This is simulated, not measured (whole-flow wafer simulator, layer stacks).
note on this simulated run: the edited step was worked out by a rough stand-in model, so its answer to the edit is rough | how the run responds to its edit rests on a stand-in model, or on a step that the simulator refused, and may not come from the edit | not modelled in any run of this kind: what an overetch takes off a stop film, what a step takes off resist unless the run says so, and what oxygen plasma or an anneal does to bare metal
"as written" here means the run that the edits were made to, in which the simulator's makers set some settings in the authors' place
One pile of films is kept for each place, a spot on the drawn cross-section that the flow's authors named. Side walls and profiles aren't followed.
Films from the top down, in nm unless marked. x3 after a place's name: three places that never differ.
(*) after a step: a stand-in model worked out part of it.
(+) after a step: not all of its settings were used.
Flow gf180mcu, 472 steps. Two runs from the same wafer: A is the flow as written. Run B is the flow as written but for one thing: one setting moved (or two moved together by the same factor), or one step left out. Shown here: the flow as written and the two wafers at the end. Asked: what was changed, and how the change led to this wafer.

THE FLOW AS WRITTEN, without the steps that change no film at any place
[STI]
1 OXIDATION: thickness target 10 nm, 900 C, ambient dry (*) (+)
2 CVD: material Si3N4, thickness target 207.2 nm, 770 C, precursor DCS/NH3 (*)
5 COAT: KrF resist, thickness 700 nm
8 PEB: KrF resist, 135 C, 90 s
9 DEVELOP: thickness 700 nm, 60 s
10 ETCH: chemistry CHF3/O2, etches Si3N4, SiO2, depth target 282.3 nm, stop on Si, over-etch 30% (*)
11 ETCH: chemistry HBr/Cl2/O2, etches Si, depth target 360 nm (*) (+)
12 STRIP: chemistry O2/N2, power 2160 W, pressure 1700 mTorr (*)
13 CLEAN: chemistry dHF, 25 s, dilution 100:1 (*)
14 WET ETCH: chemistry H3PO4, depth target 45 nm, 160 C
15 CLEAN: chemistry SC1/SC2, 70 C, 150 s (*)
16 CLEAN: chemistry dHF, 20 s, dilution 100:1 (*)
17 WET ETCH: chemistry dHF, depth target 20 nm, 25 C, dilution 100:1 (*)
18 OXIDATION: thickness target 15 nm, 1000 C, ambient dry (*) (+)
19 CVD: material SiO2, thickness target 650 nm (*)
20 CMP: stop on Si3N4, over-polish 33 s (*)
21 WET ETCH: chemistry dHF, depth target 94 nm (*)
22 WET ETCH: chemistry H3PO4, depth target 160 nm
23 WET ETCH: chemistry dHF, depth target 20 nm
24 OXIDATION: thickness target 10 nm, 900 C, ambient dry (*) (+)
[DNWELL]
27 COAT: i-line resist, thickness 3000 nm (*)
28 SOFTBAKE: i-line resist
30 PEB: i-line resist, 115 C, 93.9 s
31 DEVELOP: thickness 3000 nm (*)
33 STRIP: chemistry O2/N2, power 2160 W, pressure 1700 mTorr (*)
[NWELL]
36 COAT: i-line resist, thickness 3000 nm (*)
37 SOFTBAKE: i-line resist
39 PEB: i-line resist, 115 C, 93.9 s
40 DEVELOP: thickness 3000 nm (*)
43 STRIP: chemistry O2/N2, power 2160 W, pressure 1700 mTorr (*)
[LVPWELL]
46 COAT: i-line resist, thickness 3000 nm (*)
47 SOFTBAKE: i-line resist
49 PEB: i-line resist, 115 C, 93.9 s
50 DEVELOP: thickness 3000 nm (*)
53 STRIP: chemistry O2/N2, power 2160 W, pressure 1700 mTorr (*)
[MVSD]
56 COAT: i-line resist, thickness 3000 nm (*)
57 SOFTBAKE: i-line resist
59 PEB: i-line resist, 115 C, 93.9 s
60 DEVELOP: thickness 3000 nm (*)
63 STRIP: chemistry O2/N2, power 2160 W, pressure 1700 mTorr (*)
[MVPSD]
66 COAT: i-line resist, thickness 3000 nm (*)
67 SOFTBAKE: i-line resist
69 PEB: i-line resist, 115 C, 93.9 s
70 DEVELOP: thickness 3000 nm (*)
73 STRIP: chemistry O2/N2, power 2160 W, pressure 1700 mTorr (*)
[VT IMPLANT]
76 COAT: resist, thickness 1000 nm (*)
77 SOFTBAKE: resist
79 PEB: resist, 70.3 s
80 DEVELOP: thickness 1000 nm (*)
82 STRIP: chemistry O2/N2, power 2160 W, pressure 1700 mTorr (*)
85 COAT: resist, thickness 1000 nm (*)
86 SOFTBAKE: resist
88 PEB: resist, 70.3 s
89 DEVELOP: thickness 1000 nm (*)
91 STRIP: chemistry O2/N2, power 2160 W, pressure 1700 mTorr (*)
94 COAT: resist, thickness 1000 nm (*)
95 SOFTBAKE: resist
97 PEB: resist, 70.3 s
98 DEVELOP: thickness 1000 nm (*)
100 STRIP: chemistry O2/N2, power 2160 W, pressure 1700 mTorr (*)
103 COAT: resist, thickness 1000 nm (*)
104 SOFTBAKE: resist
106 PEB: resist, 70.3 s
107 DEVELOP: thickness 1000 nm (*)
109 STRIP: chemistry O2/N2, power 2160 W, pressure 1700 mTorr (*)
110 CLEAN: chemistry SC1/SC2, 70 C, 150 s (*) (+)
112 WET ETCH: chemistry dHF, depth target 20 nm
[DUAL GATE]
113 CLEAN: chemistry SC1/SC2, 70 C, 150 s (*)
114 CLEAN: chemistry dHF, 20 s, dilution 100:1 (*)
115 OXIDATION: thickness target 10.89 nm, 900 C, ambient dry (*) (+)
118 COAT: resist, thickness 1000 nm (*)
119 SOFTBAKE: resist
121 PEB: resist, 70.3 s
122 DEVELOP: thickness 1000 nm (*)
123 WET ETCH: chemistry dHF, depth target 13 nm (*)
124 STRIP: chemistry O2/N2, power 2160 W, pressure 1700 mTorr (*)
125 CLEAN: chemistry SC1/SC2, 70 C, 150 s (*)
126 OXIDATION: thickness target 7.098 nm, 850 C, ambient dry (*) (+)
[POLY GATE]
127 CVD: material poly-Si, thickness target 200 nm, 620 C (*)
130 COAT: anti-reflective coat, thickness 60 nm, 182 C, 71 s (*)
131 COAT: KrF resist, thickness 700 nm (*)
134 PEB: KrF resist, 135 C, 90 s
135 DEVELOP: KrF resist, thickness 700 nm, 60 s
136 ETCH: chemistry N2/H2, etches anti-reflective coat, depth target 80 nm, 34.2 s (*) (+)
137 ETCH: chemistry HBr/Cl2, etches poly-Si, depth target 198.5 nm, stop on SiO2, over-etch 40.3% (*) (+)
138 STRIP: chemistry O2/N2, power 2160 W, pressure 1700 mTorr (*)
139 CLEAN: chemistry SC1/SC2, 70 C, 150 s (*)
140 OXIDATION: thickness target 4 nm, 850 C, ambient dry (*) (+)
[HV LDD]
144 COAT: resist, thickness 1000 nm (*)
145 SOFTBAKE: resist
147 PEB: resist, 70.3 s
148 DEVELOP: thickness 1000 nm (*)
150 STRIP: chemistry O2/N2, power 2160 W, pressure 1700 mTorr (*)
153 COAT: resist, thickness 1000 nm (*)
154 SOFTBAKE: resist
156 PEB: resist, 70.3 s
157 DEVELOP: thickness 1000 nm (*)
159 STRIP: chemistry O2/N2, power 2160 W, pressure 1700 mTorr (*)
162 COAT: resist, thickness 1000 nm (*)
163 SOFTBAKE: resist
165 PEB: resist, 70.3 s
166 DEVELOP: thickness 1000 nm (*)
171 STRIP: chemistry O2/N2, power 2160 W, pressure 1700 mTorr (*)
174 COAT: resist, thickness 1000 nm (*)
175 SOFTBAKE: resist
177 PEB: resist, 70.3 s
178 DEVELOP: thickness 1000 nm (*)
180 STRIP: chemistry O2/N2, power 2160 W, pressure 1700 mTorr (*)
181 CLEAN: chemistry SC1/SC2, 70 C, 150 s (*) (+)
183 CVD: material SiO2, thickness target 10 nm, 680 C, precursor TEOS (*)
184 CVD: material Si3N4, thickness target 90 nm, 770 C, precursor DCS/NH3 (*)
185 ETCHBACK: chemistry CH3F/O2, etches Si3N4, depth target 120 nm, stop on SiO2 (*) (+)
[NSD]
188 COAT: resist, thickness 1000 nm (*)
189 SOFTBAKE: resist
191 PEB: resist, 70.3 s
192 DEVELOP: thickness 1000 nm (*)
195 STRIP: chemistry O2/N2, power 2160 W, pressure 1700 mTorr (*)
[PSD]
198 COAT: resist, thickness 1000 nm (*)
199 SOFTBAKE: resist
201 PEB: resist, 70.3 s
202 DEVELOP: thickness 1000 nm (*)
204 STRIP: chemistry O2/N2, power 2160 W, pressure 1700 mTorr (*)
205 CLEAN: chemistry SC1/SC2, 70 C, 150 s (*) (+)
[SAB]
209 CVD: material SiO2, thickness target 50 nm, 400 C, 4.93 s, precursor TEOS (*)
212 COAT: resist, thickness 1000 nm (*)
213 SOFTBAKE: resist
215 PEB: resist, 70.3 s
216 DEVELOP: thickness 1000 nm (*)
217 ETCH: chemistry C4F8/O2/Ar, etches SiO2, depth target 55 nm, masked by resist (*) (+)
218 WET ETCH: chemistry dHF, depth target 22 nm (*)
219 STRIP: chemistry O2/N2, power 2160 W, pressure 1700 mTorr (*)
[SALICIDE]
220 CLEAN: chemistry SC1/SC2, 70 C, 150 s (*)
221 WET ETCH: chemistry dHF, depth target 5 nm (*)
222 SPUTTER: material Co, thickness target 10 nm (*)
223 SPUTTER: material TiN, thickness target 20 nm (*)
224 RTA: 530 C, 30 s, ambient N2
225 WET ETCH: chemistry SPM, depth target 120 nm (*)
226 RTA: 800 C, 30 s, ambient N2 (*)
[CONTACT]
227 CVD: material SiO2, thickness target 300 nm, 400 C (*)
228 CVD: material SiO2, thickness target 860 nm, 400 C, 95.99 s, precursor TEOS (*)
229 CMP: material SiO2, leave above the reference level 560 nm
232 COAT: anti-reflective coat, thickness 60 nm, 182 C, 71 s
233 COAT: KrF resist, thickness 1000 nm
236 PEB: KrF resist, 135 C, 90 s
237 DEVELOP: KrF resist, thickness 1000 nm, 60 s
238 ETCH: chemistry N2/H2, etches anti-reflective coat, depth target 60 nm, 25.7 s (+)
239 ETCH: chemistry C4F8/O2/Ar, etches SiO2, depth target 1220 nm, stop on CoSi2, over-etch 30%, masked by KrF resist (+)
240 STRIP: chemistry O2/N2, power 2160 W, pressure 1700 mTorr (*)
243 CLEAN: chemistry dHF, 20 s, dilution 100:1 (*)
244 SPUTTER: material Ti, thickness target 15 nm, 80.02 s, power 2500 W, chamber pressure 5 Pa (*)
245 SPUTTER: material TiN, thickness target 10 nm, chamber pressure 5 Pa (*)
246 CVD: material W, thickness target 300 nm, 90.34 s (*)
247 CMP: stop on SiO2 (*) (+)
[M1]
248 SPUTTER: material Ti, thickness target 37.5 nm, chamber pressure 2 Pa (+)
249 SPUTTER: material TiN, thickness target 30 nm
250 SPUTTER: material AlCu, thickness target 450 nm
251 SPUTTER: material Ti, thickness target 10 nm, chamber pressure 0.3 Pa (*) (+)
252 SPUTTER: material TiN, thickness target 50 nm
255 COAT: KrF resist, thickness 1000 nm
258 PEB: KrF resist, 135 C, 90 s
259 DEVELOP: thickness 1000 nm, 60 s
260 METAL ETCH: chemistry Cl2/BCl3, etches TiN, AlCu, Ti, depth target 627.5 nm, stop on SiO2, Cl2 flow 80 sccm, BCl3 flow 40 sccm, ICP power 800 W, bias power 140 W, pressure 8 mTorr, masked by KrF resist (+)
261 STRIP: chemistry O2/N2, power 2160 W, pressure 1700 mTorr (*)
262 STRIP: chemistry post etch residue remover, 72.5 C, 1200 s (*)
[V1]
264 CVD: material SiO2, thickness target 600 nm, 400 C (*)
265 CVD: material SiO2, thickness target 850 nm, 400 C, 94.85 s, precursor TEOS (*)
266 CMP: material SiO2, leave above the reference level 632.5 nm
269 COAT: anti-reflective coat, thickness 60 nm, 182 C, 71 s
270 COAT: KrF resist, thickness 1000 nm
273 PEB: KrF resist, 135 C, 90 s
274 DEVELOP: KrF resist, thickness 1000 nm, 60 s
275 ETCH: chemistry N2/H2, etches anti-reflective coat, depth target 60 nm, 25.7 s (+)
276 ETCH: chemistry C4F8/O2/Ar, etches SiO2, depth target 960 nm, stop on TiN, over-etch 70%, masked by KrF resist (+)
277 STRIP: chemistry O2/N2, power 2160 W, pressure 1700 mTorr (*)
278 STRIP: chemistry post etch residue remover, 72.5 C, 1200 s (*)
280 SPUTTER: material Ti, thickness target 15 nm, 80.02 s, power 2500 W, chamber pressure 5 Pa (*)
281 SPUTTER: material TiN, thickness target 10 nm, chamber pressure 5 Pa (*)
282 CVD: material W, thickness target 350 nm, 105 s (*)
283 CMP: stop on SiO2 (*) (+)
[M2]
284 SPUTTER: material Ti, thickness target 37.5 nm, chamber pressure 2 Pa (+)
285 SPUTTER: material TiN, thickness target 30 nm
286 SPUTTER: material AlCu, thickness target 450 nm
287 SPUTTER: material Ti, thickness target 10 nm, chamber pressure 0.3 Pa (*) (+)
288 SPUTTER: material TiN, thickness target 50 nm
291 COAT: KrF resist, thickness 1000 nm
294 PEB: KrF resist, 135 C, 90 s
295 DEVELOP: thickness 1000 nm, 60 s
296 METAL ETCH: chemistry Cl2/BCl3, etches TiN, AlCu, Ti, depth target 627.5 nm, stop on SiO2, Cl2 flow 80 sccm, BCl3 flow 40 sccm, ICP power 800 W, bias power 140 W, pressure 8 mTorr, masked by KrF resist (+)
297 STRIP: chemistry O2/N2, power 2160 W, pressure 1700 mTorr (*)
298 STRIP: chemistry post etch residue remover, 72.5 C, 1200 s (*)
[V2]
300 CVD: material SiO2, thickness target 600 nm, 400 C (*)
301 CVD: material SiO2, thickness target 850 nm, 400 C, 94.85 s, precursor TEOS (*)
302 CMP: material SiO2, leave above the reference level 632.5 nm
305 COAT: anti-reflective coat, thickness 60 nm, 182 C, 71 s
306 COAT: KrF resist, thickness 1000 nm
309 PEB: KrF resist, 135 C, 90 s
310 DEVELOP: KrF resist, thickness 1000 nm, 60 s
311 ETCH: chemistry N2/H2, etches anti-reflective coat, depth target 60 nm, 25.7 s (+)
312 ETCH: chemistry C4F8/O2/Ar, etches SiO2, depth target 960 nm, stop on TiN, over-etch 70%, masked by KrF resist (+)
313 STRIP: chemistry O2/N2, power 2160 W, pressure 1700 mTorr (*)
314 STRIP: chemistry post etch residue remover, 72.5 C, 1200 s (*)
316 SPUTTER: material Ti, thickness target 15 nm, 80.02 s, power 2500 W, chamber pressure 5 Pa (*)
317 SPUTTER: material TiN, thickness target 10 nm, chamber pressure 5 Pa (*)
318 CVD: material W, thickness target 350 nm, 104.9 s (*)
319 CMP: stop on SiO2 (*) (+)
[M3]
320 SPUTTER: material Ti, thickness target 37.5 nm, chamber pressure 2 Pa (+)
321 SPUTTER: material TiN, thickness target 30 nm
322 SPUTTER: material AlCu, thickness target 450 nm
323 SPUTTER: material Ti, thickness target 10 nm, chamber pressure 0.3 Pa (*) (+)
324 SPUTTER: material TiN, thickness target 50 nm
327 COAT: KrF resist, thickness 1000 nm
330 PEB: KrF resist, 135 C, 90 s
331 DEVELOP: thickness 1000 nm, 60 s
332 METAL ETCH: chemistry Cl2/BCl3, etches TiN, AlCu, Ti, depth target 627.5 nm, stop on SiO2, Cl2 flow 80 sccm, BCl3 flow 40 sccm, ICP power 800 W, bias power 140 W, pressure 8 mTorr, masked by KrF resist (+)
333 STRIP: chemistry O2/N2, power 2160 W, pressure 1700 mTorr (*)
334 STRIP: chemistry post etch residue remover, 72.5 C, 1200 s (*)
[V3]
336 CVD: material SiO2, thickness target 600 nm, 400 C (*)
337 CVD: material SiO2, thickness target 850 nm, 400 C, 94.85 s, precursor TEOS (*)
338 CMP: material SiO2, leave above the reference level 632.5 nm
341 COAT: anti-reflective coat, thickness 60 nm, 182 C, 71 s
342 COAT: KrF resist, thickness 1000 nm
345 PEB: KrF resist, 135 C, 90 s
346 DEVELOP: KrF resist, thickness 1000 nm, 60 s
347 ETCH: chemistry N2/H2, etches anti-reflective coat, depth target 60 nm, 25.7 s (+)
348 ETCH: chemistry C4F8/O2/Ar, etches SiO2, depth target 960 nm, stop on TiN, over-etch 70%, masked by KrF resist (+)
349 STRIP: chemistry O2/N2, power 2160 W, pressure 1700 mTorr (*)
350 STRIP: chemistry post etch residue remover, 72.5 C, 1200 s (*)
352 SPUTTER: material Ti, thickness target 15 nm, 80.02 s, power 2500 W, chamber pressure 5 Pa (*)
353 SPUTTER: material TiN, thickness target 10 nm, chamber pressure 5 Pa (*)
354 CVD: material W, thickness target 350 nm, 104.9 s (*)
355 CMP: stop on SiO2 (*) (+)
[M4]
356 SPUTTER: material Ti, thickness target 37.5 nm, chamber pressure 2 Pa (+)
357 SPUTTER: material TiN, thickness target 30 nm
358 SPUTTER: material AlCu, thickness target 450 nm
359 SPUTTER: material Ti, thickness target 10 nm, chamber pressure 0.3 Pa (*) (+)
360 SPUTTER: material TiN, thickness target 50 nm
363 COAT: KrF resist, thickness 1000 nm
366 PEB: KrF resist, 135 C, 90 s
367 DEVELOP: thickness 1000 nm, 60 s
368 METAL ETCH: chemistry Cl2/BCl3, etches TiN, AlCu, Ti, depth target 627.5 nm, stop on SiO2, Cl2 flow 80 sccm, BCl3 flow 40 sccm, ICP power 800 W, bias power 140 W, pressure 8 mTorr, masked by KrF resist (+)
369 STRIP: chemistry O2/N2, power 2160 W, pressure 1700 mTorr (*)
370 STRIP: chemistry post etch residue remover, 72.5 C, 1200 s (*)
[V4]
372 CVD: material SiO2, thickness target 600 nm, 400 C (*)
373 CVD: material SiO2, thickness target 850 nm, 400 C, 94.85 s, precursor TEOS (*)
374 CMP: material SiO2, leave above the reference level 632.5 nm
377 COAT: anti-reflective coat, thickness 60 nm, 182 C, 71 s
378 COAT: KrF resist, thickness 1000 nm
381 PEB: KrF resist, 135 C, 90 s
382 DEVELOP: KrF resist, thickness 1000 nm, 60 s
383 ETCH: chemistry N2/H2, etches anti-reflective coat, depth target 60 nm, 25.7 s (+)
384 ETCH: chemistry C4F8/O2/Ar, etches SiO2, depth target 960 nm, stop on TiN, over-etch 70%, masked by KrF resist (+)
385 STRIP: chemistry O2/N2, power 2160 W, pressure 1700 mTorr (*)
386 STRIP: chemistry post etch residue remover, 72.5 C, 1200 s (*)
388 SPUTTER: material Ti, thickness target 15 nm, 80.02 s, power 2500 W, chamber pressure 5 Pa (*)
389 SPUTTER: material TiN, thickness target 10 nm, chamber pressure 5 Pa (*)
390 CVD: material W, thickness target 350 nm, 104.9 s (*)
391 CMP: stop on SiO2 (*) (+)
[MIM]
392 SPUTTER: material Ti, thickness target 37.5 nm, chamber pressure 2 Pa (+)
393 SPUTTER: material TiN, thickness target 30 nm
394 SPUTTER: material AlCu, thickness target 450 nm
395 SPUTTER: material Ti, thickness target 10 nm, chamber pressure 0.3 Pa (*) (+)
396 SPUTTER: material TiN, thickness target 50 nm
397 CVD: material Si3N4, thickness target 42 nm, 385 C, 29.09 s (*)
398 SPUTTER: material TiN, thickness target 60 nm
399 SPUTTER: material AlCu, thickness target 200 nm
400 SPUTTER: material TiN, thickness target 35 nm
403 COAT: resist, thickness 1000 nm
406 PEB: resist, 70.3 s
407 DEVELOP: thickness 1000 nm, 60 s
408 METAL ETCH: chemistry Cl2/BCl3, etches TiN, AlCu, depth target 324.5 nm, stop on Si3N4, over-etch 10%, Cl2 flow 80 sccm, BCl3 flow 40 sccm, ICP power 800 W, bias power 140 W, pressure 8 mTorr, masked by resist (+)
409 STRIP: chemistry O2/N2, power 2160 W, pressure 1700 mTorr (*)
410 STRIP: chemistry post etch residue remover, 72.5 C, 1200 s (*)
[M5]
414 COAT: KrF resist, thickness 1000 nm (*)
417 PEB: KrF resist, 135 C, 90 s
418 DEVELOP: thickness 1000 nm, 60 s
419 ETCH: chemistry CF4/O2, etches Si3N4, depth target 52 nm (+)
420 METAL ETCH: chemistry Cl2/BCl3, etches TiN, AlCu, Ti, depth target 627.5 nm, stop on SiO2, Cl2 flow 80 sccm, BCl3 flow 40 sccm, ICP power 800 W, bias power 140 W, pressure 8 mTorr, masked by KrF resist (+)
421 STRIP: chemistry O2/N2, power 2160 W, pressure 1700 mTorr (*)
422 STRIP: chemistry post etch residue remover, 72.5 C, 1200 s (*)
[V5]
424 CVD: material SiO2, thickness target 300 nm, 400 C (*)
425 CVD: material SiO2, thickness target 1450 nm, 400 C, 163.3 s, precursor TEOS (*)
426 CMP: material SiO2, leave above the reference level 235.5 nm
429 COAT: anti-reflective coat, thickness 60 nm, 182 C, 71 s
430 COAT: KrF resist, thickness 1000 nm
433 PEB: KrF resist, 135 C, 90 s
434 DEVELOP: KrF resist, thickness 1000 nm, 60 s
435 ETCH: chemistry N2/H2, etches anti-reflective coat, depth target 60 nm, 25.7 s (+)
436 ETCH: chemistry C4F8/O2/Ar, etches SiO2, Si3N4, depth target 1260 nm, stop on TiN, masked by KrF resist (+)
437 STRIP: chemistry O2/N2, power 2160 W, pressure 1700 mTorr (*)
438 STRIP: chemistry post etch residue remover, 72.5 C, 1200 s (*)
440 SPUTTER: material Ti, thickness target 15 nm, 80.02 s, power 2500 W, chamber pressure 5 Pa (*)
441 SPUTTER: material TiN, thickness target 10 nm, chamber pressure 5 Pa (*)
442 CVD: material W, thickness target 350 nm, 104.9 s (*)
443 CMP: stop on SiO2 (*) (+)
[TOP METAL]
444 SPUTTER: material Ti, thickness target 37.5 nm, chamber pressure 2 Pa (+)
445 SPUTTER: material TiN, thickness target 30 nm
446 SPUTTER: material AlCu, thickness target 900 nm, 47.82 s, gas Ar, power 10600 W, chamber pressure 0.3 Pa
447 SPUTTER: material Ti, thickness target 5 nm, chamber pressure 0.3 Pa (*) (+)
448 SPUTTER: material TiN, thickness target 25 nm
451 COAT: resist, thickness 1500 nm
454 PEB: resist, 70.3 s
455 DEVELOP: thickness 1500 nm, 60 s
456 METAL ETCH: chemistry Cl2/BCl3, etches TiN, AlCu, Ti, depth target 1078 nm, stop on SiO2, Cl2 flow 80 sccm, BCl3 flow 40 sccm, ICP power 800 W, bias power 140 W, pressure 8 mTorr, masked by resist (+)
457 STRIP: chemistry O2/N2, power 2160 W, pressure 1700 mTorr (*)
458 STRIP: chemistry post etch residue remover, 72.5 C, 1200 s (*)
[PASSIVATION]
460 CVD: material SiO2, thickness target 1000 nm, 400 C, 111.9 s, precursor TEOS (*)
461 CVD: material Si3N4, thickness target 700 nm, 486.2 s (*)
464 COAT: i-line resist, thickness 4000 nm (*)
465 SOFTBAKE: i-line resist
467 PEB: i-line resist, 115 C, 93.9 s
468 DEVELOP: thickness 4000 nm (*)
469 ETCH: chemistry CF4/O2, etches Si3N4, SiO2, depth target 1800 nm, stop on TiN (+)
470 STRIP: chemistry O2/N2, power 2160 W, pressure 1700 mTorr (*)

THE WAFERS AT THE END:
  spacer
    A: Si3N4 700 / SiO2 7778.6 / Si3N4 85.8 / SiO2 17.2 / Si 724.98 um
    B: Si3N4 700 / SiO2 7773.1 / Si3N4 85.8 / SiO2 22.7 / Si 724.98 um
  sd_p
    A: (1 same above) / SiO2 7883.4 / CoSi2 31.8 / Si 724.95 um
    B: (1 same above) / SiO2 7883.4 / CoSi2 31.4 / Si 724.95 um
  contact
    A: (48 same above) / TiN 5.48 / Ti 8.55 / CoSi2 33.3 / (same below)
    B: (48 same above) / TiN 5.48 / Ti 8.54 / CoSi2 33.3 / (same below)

The cause: step 183, CVD: thickness target 15.5 nm was run, where the flow has thickness target 10 nm.

How the change led to this, step by step:
  183 CVD: material SiO2, thickness target 10 nm, 680 C, precursor TEOS (*)
      field, field__w1, field__w2 and 99 more: A SiO2 +10 | B SiO2 +15.5
      ld_drift_p: A SiO2 +9.87 | B SiO2 +15.3
      (and at 1 more place)
  189 SOFTBAKE: resist
      field__w9: A resist +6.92 | B resist -3.07
      field_sub__w1: A resist +7.47 | B resist +9.77
  199 SOFTBAKE: resist
      field__w9: A resist +6.92 | B resist -3.07
      field_sub__w1: A resist +7.47 | B resist +9.77
  218 WET ETCH: chemistry dHF, depth target 22 nm (*)
      gate, gate_hv, gate_p and 23 more: A SiO2 -5.48 (all of it) | B SiO2 -11 (all of it)
      field, sti, mim_1p0 and 13 more: A SiO2 -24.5 | B SiO2 -25.3
      (and at 57 more places)
  229 CMP: material SiO2, leave above the reference level 560 nm
      field__w2: A SiO2 -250 | B SiO2 -255.8
      field__w3: A SiO2 -232.3 | B SiO2 -238
      (and at 4 more places)
